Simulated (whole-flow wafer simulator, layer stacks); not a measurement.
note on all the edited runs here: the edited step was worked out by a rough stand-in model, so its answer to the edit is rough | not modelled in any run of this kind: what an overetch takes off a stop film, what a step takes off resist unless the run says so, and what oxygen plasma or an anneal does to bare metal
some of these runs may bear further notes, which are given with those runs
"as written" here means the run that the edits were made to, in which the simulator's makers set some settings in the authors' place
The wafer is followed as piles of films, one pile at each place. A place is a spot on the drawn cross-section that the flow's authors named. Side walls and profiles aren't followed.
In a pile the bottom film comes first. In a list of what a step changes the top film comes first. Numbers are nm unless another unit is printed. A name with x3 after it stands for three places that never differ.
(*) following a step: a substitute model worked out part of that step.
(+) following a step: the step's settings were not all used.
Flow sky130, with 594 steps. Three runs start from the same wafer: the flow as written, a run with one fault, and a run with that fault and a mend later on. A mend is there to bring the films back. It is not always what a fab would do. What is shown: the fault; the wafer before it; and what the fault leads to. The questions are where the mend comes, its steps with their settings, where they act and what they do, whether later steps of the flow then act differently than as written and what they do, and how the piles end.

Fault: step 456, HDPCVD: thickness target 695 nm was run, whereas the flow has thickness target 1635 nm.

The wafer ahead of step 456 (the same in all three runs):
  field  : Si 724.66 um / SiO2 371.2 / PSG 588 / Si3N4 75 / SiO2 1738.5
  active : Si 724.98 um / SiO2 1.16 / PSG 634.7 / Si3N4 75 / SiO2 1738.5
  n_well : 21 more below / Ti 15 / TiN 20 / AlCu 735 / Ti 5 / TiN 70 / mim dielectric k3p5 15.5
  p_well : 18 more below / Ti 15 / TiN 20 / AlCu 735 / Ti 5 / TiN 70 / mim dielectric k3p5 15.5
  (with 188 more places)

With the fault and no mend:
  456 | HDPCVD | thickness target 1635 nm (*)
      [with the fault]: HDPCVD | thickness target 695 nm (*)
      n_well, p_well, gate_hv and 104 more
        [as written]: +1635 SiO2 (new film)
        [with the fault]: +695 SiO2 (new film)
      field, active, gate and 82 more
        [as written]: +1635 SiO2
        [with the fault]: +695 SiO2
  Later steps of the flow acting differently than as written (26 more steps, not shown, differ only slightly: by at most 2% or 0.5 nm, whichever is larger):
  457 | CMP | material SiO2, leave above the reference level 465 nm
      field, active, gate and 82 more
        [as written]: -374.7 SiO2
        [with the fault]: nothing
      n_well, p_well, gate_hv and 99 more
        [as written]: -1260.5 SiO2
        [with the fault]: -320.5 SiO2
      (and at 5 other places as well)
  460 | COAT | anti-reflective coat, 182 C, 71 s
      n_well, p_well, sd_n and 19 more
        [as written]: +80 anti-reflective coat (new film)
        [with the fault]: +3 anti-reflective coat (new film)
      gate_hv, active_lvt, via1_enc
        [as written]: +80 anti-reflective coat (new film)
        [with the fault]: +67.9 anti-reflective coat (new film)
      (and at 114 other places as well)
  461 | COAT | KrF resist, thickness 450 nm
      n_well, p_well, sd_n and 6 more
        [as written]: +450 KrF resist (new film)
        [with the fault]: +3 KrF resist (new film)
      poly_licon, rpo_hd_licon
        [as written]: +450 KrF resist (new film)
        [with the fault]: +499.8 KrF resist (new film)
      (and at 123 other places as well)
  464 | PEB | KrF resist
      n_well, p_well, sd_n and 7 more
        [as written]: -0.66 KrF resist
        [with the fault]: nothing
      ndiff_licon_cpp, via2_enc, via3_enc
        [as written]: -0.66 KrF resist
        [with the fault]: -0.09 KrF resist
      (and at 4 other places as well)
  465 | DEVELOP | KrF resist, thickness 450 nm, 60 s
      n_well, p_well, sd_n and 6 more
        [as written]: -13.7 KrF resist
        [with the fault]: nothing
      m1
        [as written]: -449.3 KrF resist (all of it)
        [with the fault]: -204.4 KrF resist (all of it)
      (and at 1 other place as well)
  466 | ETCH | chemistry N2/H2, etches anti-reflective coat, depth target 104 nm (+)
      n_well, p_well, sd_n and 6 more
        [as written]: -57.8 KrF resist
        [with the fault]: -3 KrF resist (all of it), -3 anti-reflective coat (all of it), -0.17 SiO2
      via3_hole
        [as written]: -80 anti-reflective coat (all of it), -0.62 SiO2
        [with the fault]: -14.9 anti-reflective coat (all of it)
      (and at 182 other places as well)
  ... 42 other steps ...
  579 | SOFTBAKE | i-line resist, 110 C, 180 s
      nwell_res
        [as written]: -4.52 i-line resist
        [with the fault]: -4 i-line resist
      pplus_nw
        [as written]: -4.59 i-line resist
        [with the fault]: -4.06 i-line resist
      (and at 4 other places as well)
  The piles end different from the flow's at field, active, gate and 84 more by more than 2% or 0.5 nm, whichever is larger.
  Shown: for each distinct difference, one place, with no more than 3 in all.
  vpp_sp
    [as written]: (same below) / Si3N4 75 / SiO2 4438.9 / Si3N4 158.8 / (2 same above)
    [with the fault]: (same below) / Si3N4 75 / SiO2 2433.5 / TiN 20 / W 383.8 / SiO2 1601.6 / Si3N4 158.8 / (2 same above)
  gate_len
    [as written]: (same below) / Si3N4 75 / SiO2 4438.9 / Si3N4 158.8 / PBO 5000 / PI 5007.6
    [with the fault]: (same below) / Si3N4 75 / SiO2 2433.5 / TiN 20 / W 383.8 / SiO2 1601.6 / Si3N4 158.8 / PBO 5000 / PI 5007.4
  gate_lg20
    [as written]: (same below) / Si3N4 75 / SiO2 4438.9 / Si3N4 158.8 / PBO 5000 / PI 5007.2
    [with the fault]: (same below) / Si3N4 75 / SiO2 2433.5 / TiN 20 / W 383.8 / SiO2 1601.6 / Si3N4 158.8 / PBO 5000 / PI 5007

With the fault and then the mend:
  The mend follows step 456.
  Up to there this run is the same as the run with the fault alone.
  456a | HDPCVD | thickness target 940 nm (*) (the flow's step 456, run once more with other settings)
      field, active, n_well and 189 more
        +940 SiO2
  Later steps of the flow that are run all act as written at every place that is followed, up to a difference of at most 2% or 0.5 nm, whichever is larger.
  The piles end the same as the flow's at every place that both follow.
